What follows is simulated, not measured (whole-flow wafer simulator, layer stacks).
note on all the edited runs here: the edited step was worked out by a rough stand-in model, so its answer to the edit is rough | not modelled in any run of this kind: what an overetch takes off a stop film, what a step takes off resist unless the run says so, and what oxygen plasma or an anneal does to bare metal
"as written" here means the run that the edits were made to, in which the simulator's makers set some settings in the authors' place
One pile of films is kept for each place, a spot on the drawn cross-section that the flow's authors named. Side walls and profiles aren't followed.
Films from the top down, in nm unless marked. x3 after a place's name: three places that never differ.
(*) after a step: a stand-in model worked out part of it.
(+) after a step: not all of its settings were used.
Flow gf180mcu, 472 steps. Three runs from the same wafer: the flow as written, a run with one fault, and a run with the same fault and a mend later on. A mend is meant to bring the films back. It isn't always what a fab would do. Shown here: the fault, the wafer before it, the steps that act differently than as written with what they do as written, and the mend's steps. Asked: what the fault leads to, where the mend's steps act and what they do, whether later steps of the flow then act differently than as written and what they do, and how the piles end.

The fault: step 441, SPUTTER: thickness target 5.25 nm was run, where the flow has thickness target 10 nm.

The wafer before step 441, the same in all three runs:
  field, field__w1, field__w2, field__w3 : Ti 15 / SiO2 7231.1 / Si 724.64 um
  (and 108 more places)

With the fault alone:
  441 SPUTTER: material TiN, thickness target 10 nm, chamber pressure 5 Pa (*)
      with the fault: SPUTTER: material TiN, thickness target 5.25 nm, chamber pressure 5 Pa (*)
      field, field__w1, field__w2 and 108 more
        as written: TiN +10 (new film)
        with the fault: TiN +5.25 (new film)
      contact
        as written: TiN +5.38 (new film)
        with the fault: TiN +2.83 (new film)
  Later steps of the flow that act differently than as written (1 more step differs only slightly, by at most 2% or 0.5 nm, whichever is larger, and isn't shown):
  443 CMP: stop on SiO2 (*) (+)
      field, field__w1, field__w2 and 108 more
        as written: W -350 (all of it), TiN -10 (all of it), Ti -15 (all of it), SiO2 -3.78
        with the fault: W -350 (all of it), TiN -5.25 (all of it), Ti -15 (all of it), SiO2 -3.74
  At the end the piles differ from the flow's by more than 2% or 0.5 nm, whichever is larger, at contact.
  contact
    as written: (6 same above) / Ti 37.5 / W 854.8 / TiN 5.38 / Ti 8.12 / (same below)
    with the fault: (6 same above) / Ti 37.5 / W 857.4 / TiN 2.83 / Ti 8.12 / (same below)

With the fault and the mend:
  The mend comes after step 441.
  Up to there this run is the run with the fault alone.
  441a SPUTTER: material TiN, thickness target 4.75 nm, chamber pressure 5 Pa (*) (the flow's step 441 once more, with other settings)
      field, field__w1, field__w2 and 108 more
        TiN +4.75
      contact
        TiN +2.55
  No later step of the flow acts differently than as written at any place that is followed.
  At the end the piles are the same as the flow's at every place that both follow.
